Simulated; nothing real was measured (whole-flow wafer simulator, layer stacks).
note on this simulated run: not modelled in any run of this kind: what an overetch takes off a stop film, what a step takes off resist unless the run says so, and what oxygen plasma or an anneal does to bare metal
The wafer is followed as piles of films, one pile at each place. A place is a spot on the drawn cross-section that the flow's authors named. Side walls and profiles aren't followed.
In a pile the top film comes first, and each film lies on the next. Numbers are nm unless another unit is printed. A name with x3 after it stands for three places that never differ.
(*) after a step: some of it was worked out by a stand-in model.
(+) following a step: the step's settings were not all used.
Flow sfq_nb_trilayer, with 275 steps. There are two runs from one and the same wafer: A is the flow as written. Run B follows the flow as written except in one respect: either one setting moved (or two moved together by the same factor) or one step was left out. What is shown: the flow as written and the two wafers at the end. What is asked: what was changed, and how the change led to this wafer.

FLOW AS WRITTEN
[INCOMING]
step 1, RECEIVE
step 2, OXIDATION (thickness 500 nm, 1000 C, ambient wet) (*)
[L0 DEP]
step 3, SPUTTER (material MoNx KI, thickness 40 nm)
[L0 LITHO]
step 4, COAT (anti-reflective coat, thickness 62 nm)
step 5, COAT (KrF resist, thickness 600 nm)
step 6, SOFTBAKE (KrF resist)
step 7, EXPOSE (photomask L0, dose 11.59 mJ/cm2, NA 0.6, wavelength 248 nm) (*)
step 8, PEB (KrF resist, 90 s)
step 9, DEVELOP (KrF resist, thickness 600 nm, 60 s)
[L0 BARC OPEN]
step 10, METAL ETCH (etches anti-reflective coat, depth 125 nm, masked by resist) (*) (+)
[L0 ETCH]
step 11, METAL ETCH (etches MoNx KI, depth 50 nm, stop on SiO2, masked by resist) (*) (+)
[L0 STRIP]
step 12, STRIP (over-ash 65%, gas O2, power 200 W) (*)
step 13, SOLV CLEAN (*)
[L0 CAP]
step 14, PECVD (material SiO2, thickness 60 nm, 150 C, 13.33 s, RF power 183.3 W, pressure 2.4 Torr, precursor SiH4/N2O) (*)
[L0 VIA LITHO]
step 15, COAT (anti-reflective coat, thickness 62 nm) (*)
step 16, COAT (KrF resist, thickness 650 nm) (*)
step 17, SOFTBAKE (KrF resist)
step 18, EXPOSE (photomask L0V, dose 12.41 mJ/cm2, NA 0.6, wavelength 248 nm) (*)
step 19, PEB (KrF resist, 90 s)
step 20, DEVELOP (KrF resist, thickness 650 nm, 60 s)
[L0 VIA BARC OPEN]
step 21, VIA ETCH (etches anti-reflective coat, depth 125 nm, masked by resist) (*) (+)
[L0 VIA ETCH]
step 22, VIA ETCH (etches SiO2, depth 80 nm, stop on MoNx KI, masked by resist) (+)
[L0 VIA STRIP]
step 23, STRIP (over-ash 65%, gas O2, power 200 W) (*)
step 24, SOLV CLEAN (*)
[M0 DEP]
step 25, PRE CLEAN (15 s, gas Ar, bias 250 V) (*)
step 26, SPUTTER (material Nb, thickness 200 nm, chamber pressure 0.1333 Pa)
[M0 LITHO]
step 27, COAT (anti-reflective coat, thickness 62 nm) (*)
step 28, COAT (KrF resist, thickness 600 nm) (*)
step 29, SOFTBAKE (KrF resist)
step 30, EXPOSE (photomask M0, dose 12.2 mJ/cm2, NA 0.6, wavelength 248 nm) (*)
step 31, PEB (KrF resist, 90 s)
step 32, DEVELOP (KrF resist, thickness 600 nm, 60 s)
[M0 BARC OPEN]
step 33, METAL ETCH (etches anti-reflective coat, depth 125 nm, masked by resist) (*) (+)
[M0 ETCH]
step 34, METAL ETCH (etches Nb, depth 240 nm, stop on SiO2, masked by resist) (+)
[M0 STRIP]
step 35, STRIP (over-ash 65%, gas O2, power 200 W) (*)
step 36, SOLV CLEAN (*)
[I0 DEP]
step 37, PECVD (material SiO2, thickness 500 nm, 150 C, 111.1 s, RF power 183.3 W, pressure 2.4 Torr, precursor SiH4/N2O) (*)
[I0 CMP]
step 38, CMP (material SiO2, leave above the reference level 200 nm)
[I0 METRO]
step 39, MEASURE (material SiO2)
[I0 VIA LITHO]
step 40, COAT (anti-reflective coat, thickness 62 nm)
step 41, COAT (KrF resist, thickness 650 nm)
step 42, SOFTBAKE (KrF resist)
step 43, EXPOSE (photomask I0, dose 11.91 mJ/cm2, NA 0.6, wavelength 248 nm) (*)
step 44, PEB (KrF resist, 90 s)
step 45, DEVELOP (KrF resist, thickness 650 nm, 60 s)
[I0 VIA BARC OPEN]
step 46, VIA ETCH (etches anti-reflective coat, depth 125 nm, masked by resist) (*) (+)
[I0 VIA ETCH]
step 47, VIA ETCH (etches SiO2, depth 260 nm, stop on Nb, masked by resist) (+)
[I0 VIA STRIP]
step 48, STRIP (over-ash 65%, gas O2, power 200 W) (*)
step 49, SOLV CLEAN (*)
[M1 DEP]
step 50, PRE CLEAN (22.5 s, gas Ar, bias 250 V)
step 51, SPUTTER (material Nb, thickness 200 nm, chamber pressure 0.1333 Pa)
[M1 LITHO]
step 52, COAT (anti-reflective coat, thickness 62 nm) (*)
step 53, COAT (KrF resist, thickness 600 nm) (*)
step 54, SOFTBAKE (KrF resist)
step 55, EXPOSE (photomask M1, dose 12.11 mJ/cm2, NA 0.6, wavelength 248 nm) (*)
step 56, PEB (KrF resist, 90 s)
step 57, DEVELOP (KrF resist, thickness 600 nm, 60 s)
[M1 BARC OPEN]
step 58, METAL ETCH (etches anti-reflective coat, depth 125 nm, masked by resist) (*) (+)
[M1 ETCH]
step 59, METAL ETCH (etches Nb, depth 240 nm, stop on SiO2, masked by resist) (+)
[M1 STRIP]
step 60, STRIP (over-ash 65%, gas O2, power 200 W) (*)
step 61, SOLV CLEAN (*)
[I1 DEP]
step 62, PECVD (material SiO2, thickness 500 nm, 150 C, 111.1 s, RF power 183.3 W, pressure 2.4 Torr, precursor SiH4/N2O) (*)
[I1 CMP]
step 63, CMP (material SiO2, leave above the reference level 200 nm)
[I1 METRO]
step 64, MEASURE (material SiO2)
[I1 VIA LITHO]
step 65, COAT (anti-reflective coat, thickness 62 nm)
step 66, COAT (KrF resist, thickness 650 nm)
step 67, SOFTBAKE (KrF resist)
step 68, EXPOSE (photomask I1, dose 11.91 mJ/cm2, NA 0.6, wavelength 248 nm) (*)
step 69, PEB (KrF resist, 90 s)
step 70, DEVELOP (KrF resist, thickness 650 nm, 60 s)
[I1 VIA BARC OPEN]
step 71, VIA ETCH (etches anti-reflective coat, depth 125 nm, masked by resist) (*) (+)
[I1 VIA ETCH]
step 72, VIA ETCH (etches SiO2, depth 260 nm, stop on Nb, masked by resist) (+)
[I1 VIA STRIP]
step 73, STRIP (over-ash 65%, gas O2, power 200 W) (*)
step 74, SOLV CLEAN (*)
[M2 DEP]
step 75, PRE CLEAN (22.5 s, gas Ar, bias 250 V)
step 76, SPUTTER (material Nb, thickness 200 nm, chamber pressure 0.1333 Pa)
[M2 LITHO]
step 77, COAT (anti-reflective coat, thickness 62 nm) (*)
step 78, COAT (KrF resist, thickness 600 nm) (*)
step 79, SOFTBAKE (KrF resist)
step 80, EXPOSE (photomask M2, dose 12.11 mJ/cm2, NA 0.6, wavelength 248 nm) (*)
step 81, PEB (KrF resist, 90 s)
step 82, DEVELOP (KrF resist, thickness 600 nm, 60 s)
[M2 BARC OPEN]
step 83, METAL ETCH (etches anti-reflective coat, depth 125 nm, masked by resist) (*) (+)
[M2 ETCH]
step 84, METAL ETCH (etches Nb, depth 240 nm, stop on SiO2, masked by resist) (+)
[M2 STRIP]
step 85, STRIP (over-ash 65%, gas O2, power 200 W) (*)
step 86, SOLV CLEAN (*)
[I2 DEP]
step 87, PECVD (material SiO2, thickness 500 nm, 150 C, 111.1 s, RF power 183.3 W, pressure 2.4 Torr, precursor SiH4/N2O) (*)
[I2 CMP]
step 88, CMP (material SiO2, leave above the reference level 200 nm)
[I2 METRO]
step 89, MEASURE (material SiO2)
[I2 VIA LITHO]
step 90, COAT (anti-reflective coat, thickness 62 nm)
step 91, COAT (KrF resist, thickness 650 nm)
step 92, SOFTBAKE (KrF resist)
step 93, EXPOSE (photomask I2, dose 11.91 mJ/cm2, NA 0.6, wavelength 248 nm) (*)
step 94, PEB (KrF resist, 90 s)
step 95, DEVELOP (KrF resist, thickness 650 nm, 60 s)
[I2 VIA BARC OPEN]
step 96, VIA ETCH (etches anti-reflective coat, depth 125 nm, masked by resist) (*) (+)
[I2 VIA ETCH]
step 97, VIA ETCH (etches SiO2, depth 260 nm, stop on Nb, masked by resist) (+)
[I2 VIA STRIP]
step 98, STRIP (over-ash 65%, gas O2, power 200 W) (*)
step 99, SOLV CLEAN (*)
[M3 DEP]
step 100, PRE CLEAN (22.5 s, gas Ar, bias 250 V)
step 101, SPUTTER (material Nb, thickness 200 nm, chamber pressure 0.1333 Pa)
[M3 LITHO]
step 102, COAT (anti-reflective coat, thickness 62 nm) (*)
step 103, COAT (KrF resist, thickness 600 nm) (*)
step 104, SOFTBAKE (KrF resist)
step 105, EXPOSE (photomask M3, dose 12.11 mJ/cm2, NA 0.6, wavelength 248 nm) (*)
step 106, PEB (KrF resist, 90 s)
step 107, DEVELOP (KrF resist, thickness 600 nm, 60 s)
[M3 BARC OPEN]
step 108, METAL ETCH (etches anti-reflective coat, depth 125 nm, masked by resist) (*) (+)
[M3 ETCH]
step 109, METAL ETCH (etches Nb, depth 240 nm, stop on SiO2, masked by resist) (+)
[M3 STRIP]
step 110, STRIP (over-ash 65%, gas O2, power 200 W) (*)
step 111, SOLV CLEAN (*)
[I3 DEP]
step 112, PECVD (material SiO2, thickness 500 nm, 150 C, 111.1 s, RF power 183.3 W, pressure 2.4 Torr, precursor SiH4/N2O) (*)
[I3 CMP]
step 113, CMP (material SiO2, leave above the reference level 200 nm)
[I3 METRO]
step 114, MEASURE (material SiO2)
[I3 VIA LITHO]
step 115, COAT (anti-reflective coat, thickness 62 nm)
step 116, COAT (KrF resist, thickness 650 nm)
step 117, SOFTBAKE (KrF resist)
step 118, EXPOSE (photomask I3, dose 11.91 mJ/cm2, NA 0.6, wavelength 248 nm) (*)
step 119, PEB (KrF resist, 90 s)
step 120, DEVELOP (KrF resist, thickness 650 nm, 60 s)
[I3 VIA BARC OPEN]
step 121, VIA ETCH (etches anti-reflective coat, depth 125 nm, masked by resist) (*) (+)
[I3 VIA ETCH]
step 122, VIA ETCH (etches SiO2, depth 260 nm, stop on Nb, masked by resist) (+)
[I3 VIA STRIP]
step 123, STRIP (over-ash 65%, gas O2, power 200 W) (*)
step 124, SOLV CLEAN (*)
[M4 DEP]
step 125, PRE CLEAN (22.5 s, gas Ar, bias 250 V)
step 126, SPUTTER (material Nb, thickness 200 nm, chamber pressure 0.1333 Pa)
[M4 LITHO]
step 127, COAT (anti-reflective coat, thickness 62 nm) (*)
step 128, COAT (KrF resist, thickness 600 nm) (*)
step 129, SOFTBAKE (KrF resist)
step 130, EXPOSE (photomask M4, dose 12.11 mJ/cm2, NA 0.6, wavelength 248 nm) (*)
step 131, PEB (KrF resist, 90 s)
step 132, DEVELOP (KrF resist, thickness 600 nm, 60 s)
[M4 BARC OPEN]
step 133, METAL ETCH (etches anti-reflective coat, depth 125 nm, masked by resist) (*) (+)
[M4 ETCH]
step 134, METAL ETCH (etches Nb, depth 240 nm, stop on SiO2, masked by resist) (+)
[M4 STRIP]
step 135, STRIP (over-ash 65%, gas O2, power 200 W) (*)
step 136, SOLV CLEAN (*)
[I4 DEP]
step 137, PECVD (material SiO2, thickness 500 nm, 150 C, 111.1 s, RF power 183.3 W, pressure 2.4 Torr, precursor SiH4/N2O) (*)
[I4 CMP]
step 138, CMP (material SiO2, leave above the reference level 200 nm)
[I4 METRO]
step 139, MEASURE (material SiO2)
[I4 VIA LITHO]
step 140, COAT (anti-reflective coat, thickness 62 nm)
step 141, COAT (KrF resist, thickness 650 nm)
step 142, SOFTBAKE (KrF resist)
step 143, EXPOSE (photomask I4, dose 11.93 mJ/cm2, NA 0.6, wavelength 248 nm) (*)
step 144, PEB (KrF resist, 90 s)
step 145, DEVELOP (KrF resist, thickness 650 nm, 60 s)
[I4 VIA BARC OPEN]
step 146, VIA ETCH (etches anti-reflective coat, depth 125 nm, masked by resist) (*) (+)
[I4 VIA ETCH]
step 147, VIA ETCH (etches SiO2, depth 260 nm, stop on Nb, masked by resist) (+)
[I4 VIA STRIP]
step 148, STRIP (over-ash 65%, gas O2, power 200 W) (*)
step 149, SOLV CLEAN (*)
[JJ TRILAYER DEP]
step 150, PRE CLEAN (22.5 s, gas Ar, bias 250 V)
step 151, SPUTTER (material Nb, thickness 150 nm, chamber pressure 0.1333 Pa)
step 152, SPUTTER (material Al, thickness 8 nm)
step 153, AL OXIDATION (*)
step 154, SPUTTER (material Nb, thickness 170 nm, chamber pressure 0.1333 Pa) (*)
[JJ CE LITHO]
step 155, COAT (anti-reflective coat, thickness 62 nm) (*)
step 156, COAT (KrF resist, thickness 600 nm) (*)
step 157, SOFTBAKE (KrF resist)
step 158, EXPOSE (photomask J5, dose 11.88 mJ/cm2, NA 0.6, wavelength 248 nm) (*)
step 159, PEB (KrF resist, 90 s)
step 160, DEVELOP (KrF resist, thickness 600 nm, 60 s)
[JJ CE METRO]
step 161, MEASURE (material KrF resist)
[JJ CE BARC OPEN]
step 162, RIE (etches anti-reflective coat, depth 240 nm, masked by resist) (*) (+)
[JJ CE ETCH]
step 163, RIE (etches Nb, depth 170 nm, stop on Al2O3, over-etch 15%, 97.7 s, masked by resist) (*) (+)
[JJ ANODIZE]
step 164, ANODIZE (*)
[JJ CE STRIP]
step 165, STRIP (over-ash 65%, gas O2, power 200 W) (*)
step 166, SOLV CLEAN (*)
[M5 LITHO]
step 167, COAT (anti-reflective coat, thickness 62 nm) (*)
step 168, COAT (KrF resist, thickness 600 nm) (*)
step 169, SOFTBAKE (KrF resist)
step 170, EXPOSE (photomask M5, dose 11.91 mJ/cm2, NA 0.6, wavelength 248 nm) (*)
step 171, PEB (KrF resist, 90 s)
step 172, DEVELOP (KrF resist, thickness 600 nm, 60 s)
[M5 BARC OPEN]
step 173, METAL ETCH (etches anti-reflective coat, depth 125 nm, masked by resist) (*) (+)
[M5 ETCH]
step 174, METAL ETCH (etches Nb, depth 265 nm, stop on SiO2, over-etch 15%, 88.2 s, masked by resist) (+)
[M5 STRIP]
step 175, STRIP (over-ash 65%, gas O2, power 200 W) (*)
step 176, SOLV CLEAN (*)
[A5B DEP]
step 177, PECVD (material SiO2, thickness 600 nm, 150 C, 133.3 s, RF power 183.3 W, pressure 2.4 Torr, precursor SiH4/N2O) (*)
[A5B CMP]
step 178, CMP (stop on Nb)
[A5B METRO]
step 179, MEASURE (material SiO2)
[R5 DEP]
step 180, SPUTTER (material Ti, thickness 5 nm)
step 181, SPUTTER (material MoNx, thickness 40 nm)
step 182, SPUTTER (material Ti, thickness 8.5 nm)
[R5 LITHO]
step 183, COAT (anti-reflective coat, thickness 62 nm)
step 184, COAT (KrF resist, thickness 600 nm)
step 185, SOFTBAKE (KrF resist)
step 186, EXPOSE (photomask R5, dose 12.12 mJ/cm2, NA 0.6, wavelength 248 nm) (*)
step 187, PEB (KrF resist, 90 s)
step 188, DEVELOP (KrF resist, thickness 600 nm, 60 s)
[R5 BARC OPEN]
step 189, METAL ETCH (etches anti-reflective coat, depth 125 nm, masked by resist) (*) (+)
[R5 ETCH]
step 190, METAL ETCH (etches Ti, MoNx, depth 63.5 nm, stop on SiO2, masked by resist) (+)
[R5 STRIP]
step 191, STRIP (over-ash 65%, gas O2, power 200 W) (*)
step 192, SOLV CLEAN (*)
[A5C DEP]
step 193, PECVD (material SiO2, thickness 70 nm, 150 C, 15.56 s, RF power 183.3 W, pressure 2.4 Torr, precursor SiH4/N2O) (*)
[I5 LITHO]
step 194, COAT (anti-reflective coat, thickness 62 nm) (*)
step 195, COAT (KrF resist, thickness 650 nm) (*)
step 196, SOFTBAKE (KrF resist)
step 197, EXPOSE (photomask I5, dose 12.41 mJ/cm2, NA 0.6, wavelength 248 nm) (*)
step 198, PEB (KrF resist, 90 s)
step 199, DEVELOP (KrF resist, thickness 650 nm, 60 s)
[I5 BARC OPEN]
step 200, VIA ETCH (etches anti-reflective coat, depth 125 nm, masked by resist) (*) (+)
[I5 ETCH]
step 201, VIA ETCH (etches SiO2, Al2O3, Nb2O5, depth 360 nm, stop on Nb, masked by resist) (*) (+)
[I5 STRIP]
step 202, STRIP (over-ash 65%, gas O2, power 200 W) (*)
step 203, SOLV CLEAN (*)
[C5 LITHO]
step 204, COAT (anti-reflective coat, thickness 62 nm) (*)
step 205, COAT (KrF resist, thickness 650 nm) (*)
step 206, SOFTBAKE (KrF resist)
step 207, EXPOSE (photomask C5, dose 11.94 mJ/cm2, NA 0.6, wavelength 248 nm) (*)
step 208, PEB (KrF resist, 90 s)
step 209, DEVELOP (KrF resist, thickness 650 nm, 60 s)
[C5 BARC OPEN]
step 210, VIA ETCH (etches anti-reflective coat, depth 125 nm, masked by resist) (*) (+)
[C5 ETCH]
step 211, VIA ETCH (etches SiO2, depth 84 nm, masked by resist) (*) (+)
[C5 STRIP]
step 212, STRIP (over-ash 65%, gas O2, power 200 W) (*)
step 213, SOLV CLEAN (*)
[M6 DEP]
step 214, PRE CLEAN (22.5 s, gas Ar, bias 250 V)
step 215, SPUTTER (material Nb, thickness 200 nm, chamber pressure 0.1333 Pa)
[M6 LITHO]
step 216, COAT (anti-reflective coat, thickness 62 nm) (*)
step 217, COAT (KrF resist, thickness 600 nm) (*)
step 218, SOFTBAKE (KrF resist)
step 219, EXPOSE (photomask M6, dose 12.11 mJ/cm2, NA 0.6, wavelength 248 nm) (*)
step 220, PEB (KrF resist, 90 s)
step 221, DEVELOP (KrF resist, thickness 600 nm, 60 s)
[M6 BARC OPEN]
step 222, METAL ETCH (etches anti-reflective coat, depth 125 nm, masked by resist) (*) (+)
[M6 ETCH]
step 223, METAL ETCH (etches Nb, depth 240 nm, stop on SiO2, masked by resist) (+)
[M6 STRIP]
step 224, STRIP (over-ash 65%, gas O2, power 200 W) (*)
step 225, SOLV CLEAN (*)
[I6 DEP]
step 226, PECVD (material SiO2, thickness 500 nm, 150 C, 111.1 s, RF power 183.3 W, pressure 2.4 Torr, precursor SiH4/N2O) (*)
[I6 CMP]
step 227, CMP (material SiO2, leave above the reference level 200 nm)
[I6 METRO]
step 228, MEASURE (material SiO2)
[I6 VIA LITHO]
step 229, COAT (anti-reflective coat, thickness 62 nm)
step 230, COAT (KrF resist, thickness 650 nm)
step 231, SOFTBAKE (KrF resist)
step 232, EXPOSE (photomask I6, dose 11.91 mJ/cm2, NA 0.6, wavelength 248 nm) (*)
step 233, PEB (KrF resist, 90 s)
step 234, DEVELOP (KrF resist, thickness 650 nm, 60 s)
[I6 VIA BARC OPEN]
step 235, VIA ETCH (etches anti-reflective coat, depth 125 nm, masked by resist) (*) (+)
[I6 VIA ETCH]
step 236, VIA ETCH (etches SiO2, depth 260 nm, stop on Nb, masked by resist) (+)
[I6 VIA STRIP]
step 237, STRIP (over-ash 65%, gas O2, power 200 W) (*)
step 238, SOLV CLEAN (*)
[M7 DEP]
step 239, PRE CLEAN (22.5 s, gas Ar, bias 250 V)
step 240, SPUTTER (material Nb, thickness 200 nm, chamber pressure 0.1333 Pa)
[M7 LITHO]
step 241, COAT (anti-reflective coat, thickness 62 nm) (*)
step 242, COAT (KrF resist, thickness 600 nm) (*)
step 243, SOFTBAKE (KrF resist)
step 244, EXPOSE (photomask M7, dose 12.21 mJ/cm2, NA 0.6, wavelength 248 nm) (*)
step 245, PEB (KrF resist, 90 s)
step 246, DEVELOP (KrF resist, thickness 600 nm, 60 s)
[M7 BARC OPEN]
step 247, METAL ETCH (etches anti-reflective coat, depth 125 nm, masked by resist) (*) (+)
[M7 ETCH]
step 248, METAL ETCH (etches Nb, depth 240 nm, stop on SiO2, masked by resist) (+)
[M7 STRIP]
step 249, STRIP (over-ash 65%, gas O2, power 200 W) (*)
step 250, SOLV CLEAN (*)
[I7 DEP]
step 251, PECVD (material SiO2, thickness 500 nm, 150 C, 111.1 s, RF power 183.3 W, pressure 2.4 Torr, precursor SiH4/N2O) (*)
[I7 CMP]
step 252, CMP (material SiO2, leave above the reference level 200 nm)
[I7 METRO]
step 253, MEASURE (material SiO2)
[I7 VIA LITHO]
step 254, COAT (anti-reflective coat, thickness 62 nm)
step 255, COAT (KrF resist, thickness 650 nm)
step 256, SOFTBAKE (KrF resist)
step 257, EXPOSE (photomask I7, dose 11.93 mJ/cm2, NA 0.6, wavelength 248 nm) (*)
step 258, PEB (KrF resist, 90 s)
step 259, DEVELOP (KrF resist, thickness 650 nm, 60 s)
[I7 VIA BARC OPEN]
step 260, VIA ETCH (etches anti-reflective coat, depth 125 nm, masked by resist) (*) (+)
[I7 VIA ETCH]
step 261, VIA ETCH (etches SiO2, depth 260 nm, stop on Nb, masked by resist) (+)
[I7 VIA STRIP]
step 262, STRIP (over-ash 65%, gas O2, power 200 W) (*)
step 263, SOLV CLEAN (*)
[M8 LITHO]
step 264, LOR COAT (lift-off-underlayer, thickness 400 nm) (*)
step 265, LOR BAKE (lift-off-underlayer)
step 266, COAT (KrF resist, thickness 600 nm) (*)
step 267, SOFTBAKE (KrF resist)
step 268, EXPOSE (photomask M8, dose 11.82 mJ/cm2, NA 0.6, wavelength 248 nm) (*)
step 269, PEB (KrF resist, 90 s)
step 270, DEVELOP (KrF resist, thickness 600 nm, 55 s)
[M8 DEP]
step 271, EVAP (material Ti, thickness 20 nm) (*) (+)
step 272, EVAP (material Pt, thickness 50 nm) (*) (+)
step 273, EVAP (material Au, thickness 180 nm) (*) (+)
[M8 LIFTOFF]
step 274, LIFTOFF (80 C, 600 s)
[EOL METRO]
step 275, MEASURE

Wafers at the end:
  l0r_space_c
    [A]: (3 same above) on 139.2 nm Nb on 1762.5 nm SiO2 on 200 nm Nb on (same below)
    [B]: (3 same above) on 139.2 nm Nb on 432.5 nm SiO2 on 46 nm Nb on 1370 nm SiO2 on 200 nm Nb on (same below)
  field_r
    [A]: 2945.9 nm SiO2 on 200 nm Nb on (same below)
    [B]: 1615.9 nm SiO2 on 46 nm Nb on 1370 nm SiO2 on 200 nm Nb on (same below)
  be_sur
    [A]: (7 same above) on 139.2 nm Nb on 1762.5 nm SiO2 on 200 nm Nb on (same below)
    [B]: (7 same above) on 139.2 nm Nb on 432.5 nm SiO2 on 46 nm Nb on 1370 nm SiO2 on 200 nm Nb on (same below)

Cause: step 126, SPUTTER: thickness 286 nm was run, whereas the flow has thickness 200 nm.

How this came from the change, step by step:
  step 126, SPUTTER (material Nb, thickness 200 nm, chamber pressure 0.1333 Pa)
      field_l, v_sur, via_wl and 102 more: A Nb gains 200 (new film) | B Nb gains 286 (new film)
      via_v: A Nb gains 165.5 | B Nb gains 237.9
  step 134, METAL ETCH (etches Nb, depth 240 nm, stop on SiO2, masked by resist) (+)
      field_l, be, be_sur and 64 more: A Nb loses 200 (all of it) | B Nb loses 240
  step 137, PECVD (material SiO2, thickness 500 nm, 150 C, 111.1 s, RF power 183.3 W, pressure 2.4 Torr, precursor SiH4/N2O) (*)
      field_l, be, be_sur and 55 more: A SiO2 gains 500 | B SiO2 gains 500 (new film)
      p3_s0, p3_s1, p3_s2, p3_s3, p3_s4, p3_s5: A SiO2 gains 557.1 | B SiO2 gains 597.1 (new film)
      (as well as at 3 more places)
  step 138, CMP (material SiO2, leave above the reference level 200 nm)
      field_l, be, be_sur and 55 more: A SiO2 loses 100 | B SiO2 loses 60
      lsp_r, l0_sur, l0v: A SiO2 loses 91.9 | B SiO2 loses 50.3
      (as well as at 1 more place)
Taking metal films that touch as one body, l0r_space_c has 3 bodies (between them, from the top down: SiO2 432.5; SiO2 1370); the flow as written gives 2 bodies (between them, from the top down: SiO2 1762.5).
Taking metal films that touch as one body, field_r has 2 bodies (between them, from the top down: SiO2 1370); the flow as written gives 1 body.
Taking metal films that touch as one body, be_sur has 5 bodies (between them, from the top down: SiO2 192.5; SiO2 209 / Al2O3 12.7 / Nb2O5 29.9; SiO2 432.5; SiO2 1370); the flow as written gives 4 bodies (between them, from the top down: SiO2 192.5; SiO2 209 / Al2O3 12.7 / Nb2O5 29.9; SiO2 1762.5).
